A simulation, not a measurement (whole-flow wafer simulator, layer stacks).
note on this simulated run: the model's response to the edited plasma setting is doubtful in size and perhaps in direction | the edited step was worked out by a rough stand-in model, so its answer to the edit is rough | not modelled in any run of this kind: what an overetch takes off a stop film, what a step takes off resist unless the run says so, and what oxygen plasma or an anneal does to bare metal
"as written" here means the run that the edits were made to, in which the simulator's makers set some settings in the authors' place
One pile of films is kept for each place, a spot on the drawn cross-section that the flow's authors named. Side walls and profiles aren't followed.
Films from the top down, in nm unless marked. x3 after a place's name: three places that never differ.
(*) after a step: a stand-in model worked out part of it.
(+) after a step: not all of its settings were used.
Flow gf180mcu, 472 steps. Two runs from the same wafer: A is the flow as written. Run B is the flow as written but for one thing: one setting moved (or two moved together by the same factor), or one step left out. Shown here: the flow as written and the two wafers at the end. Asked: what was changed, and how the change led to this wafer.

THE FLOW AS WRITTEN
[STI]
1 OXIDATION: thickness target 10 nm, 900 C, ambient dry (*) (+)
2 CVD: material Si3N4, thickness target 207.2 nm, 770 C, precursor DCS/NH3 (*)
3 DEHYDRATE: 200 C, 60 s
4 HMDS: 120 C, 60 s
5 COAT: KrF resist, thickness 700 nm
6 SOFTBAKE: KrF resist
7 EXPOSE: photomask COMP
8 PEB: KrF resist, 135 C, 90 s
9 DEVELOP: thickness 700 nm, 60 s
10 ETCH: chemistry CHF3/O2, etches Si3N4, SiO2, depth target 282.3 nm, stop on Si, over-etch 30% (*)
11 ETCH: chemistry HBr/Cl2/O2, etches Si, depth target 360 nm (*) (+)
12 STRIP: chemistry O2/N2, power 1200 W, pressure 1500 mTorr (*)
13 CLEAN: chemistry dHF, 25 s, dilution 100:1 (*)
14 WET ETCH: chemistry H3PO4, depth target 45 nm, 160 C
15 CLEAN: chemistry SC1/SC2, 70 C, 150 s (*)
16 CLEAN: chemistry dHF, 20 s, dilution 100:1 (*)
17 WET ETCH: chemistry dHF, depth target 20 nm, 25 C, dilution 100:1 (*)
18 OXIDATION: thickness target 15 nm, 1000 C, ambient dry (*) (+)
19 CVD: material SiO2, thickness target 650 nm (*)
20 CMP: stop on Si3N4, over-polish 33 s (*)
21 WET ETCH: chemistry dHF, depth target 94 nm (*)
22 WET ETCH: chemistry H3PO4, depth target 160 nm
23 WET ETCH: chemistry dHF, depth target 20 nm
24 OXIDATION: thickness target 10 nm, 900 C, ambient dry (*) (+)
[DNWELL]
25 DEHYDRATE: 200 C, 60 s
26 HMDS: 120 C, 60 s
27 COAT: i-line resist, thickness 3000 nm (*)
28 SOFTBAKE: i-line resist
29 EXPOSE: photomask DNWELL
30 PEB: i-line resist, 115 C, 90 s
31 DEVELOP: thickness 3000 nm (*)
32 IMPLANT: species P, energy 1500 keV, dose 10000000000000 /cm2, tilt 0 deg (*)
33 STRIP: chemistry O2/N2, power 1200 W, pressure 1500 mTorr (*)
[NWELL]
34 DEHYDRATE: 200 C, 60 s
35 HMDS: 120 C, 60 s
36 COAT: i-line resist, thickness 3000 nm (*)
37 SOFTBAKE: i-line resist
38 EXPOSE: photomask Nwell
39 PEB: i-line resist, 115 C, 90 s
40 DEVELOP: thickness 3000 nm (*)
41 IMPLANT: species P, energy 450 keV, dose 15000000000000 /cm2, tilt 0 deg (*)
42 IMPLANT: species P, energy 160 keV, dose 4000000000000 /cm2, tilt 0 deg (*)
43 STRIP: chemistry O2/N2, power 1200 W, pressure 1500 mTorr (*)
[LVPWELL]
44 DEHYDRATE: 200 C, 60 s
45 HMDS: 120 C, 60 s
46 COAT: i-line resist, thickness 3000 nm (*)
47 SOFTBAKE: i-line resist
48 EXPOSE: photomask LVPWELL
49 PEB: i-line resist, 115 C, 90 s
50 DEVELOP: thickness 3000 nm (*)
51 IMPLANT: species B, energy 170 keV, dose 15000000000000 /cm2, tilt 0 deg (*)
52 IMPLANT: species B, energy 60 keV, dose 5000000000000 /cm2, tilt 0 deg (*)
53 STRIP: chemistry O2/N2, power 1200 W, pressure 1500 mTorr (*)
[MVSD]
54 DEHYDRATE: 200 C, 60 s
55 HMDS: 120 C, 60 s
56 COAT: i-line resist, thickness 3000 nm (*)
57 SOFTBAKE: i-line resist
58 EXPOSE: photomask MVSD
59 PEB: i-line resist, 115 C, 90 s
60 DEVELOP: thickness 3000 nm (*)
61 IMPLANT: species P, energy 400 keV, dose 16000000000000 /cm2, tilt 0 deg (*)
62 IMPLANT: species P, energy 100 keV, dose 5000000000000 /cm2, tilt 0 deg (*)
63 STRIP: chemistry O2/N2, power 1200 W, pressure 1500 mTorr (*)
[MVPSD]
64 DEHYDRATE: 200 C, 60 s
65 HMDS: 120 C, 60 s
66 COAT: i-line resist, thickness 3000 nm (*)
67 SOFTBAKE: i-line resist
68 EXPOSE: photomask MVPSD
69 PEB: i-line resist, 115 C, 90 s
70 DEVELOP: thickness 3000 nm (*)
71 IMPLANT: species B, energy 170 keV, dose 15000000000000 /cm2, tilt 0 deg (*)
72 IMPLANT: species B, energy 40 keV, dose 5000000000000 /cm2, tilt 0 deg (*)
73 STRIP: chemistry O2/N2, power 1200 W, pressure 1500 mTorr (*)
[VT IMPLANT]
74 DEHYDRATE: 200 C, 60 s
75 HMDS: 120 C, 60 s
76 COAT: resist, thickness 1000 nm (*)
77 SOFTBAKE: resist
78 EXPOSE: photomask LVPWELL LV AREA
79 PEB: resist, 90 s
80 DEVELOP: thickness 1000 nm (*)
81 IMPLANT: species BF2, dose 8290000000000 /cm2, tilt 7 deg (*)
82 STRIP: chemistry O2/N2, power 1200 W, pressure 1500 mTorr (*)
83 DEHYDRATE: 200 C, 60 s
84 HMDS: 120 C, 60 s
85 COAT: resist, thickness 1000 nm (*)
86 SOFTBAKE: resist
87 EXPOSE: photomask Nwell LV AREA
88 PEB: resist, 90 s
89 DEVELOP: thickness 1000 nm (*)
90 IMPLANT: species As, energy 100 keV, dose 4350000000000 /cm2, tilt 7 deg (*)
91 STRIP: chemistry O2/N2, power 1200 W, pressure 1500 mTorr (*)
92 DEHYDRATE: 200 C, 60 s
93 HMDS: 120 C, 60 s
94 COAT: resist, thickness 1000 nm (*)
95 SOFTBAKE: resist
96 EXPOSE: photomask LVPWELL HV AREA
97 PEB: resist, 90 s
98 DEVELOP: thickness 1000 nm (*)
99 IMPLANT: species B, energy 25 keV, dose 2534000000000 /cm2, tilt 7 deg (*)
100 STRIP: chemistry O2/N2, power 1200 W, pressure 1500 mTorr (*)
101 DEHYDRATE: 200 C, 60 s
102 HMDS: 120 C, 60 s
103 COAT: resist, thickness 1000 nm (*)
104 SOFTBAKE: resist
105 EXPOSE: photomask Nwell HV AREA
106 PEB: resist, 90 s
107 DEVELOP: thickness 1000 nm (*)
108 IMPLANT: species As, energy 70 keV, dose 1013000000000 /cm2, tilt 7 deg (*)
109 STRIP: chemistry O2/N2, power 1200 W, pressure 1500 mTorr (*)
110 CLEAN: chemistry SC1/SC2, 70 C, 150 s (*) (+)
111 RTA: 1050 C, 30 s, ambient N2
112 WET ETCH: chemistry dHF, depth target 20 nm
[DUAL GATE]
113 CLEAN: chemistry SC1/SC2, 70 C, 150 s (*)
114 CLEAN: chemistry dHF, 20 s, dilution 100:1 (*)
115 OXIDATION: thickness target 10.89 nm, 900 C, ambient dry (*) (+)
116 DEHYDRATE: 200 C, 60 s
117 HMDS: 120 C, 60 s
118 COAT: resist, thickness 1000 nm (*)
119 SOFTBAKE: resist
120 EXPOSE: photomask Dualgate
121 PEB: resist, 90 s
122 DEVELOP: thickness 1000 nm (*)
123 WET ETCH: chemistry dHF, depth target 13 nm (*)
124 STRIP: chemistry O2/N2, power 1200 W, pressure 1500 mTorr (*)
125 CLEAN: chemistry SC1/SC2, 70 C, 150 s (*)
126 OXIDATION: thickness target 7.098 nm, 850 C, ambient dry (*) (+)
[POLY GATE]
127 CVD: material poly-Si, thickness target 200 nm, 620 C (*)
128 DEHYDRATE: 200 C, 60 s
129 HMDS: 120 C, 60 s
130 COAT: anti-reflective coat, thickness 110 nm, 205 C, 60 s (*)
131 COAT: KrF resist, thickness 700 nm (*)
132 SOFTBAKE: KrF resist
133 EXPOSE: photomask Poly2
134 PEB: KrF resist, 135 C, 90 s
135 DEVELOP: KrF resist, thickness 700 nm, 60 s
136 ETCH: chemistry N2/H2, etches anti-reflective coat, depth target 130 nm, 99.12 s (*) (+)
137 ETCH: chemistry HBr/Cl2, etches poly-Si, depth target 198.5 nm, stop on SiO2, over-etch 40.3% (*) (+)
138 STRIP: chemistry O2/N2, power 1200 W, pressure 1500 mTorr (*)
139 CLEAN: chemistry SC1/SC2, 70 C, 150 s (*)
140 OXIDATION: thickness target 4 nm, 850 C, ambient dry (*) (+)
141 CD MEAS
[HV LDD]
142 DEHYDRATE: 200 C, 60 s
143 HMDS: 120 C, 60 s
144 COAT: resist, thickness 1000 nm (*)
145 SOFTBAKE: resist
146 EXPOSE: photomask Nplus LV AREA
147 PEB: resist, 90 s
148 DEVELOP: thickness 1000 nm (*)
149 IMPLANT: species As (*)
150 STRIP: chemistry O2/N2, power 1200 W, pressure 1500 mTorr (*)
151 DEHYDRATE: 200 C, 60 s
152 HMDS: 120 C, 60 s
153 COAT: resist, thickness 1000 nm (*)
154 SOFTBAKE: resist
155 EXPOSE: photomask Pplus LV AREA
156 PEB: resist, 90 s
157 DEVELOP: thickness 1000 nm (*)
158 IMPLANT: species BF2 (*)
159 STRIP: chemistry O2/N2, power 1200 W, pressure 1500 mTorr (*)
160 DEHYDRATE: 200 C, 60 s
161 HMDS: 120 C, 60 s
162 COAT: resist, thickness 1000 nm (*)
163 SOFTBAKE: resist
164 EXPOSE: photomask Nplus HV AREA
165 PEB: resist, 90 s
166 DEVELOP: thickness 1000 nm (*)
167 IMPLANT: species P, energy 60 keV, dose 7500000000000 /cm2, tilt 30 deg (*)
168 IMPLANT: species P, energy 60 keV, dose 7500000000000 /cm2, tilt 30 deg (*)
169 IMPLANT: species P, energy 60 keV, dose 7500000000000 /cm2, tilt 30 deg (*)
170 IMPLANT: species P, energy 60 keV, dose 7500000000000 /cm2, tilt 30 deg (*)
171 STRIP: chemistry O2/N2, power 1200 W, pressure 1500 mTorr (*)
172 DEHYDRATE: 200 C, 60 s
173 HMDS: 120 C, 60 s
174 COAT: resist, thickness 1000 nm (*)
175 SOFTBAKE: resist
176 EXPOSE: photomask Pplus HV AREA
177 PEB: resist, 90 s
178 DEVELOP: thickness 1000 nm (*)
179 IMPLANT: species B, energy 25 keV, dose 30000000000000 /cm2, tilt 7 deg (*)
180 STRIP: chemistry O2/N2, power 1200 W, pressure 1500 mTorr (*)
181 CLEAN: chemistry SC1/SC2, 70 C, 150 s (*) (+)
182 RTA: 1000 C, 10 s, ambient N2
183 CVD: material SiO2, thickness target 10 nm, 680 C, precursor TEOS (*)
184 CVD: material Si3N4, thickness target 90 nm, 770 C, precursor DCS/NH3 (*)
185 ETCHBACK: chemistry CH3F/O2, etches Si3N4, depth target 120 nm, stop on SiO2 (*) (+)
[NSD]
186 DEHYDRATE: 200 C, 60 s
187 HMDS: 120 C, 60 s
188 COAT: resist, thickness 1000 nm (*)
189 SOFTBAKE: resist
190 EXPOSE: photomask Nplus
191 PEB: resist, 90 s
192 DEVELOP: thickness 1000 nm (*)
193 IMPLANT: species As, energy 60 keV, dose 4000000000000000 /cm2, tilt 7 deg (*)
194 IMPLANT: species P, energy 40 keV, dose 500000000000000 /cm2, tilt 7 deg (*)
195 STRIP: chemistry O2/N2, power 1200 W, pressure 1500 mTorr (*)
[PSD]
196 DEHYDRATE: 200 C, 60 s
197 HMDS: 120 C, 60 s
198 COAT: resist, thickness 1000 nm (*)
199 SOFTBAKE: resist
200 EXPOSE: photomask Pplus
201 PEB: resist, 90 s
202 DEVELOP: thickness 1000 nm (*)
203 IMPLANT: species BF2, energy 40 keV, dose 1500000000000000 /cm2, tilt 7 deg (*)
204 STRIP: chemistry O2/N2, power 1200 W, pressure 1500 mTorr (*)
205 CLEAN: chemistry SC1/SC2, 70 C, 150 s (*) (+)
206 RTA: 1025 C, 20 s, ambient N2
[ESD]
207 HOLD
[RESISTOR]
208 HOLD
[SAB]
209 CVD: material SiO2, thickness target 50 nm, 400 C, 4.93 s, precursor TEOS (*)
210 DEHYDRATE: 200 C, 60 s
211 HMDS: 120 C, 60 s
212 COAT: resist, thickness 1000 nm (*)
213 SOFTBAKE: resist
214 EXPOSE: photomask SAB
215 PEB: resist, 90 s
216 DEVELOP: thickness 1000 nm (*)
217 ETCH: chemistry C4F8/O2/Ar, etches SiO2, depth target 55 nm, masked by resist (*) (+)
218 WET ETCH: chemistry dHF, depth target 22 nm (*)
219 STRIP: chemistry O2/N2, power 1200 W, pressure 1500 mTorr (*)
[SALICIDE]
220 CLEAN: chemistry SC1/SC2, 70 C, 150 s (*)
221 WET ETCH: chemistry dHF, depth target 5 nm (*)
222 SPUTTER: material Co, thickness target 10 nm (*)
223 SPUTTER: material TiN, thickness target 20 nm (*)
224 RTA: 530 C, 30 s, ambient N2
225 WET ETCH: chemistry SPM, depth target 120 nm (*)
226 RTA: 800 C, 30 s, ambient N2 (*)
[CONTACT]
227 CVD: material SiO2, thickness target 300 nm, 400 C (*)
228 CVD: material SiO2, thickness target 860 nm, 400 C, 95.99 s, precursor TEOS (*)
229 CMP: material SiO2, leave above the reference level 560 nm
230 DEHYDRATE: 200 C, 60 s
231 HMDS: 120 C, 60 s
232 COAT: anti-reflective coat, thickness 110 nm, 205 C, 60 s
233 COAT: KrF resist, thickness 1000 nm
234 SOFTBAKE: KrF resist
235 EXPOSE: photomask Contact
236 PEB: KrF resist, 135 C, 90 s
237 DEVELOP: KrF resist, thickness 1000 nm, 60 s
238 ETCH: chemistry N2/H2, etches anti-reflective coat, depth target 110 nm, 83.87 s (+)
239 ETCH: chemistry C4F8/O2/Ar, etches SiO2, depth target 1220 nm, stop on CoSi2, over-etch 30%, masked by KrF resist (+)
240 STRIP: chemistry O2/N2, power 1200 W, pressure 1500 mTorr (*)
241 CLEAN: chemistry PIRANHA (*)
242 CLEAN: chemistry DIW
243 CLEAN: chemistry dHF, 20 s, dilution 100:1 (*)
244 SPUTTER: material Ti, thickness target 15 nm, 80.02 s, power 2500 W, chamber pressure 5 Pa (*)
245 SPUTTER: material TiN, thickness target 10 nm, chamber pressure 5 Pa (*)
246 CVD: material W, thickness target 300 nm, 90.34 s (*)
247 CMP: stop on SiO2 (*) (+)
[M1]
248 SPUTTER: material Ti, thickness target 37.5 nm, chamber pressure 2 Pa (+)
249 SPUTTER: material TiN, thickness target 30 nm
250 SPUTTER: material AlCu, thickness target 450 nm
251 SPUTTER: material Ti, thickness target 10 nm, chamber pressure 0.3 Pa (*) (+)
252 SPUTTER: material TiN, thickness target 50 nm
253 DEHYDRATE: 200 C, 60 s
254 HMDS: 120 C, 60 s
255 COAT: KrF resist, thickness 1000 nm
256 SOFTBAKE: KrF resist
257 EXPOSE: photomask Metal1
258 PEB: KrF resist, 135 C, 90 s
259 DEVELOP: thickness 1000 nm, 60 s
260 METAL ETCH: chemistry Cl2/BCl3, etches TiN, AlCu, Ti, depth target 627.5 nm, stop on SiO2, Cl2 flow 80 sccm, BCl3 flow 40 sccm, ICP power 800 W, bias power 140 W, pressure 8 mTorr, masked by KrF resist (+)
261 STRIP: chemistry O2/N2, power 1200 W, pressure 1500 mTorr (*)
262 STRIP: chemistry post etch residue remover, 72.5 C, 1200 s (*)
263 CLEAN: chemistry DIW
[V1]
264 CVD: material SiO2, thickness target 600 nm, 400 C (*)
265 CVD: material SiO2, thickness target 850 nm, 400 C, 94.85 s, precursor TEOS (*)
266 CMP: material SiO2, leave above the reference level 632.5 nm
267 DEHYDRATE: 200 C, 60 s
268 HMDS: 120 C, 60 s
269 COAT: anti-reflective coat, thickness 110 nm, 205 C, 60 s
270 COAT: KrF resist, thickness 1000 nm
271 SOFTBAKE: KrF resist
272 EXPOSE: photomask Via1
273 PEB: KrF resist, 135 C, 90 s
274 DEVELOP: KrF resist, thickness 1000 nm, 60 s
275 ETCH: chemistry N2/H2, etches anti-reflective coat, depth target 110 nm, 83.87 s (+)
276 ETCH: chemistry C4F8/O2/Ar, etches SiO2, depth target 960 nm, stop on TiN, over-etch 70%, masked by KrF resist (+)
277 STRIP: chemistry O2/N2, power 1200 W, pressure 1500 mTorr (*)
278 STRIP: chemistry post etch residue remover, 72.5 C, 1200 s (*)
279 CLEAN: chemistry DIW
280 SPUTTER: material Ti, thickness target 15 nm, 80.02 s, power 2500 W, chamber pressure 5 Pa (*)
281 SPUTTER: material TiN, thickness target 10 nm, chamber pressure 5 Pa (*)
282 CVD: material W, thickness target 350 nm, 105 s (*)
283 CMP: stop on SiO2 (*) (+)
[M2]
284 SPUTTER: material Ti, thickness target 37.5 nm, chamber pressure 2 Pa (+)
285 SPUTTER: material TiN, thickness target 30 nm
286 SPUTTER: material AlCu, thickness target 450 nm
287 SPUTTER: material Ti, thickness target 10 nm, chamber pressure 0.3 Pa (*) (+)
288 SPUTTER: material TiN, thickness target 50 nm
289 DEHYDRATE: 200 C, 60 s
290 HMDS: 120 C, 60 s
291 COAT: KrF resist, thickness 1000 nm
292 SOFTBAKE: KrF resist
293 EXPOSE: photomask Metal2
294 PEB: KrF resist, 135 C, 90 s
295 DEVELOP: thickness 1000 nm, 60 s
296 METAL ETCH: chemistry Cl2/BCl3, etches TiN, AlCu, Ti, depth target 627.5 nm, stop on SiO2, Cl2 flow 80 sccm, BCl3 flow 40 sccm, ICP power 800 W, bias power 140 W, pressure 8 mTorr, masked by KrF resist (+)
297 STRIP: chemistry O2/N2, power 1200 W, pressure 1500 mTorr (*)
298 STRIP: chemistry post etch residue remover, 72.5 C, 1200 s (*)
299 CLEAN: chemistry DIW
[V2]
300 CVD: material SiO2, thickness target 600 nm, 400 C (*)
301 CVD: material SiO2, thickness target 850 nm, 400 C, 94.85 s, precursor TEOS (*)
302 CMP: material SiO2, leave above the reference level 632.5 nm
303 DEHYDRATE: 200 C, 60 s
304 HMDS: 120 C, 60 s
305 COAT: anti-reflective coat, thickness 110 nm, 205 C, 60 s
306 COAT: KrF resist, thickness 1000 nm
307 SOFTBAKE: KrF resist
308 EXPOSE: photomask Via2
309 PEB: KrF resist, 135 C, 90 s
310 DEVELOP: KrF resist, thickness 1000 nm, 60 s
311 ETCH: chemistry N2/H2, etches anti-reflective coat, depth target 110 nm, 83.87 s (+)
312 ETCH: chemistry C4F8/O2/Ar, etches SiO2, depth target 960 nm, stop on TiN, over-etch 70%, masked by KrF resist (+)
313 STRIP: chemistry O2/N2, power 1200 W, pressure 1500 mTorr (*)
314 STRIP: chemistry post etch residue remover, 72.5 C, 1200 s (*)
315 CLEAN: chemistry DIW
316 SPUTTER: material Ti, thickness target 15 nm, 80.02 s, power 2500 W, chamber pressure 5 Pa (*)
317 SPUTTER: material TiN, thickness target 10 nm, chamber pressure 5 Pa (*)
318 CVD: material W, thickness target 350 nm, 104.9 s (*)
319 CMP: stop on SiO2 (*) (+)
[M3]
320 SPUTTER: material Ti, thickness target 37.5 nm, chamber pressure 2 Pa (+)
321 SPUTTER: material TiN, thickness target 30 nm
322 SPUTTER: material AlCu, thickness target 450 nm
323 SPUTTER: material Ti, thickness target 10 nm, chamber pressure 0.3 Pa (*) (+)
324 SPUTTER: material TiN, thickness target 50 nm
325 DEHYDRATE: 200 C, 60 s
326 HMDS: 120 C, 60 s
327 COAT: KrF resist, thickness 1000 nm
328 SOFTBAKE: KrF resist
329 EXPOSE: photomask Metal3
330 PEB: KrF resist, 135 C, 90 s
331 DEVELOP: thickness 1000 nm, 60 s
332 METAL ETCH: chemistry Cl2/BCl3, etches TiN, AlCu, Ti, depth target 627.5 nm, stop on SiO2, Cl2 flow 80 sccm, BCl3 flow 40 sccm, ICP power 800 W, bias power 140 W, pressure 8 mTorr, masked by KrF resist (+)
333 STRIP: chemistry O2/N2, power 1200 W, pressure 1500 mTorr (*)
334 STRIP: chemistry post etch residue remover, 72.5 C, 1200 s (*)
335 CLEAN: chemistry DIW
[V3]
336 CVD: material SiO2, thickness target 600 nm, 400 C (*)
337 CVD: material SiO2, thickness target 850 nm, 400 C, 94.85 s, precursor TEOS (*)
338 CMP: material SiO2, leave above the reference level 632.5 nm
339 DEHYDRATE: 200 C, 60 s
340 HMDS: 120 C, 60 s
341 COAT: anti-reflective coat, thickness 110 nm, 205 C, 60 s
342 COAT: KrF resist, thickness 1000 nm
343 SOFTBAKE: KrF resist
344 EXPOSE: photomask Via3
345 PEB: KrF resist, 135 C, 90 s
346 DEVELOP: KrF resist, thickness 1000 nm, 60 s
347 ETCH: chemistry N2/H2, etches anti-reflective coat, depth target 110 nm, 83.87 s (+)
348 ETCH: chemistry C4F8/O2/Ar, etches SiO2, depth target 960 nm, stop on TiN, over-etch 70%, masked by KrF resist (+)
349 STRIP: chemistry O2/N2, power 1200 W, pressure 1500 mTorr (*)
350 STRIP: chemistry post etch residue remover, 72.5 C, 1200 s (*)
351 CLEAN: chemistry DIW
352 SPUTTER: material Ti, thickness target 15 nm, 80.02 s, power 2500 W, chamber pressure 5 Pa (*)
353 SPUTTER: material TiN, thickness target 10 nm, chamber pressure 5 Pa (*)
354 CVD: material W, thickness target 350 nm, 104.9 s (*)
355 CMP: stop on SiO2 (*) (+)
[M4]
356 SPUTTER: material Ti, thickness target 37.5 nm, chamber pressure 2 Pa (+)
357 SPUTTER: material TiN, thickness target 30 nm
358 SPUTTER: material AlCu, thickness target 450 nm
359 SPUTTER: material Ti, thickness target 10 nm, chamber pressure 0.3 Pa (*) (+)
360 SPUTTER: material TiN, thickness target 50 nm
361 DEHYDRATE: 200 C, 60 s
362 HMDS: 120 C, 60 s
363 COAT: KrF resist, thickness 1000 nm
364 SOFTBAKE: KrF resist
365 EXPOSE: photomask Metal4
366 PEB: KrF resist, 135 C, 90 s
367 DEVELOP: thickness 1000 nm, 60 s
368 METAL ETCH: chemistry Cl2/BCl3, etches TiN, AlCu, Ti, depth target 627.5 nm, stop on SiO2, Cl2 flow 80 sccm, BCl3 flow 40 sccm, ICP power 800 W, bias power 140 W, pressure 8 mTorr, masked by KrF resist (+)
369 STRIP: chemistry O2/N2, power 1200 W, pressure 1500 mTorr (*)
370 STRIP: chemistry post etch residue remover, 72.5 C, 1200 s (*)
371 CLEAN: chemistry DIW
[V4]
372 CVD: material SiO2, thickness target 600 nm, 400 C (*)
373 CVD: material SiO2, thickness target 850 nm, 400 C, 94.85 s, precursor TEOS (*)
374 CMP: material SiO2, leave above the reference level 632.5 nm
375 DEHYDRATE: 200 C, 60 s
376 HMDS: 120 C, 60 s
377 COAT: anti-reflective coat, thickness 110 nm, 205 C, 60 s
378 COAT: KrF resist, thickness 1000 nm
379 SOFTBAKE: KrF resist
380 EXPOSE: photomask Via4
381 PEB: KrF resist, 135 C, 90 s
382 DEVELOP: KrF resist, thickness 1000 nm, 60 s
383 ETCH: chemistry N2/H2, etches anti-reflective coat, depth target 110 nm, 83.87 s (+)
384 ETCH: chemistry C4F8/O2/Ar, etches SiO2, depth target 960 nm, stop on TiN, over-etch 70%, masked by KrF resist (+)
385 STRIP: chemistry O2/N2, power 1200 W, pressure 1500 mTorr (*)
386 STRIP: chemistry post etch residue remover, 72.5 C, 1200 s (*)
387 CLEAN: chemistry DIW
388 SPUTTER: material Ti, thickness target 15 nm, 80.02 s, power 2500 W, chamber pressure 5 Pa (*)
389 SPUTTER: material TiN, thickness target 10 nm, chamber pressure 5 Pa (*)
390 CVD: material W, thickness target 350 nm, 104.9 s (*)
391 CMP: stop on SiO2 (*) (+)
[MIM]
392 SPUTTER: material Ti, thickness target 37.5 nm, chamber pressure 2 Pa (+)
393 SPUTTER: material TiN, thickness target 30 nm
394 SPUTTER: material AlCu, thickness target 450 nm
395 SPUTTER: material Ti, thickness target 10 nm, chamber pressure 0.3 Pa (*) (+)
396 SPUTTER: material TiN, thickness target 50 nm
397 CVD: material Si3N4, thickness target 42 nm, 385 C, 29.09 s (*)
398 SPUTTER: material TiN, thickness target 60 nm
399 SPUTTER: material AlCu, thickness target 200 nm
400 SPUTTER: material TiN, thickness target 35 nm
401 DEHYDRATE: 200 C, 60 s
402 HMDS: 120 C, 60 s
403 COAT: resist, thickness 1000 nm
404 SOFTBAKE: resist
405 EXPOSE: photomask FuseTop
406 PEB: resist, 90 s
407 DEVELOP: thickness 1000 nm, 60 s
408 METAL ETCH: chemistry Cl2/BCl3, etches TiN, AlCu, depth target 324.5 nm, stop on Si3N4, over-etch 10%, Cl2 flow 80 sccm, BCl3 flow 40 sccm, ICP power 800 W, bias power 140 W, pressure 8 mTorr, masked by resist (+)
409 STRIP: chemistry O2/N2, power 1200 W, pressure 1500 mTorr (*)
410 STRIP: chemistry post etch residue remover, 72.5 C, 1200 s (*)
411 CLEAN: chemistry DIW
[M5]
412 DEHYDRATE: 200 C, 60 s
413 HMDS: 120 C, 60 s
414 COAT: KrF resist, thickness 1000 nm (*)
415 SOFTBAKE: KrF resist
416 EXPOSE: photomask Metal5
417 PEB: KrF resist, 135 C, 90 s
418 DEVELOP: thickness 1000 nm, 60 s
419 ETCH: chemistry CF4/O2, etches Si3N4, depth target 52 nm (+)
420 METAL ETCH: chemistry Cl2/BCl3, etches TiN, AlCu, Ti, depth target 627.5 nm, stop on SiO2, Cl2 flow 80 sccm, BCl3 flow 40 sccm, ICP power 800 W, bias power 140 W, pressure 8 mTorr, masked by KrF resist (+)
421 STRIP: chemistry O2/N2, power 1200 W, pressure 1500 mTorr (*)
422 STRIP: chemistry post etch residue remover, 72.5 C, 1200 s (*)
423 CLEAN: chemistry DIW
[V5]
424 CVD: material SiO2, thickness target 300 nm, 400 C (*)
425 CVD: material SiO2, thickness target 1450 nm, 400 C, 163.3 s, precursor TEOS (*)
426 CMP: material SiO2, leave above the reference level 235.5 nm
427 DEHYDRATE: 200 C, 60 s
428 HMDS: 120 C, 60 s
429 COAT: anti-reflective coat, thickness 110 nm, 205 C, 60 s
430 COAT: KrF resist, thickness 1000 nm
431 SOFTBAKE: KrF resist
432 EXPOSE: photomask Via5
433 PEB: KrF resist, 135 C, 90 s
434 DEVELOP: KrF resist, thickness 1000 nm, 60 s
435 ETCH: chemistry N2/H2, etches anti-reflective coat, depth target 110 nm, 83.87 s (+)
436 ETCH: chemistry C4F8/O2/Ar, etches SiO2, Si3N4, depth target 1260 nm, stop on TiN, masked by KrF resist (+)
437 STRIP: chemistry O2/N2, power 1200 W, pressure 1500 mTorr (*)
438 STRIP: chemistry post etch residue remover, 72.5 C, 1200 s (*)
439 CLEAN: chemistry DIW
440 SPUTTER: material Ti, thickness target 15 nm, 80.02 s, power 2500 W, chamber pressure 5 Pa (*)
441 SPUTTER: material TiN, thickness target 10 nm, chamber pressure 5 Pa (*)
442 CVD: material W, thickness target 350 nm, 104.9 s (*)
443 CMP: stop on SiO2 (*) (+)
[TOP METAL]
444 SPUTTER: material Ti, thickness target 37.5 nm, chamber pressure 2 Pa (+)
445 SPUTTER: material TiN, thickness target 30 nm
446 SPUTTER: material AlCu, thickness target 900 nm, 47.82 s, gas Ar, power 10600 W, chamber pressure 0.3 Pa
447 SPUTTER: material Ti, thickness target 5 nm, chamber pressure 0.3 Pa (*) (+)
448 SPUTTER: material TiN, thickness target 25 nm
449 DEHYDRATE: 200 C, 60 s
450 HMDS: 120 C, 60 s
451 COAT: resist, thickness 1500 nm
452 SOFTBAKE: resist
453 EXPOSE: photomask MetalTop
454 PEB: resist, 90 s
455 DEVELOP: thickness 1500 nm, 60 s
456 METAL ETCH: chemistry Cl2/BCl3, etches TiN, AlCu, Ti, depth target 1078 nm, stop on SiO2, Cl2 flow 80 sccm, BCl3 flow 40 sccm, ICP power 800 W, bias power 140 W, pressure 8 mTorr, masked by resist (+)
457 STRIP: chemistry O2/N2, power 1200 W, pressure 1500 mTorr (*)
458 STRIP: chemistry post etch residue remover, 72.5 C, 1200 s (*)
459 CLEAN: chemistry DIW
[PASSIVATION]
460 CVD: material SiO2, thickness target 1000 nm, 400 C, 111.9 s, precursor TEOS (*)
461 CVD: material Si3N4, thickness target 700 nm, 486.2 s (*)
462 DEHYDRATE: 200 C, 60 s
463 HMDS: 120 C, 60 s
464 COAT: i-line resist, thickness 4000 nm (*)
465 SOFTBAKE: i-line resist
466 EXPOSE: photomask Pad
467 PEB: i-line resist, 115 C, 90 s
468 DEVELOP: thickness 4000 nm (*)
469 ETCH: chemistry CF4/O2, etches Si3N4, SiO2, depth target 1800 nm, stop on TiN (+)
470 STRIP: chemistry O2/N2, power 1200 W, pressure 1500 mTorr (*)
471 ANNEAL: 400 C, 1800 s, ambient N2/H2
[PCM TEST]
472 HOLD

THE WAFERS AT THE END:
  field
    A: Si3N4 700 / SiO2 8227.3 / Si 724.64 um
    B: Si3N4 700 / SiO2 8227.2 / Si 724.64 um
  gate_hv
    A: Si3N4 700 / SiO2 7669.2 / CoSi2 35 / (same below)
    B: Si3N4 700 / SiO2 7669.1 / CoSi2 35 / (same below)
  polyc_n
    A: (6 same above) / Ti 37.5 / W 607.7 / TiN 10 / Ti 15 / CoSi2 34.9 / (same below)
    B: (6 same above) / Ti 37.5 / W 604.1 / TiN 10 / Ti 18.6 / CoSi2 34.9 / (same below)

The cause: step 244, SPUTTER: power 2950 W was run, where the flow has power 2500 W.

How the change led to this, step by step:
  244 SPUTTER: material Ti, thickness target 15 nm, 80.02 s, power 2500 W, chamber pressure 5 Pa (*)
      field, field__w1, field__w2 and 107 more: A Ti +15 (new film) | B Ti +18.6 (new film)
      contact: A Ti +8.55 (new film) | B Ti +10.4 (new film)
  247 CMP: stop on SiO2 (*) (+)
      field, field__w1, field__w2 and 105 more: A W -300 (all of it), TiN -10 (all of it), Ti -15 (all of it), SiO2 -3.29 | B W -300 (all of it), TiN -10 (all of it), Ti -18.6 (all of it), SiO2 -3.33
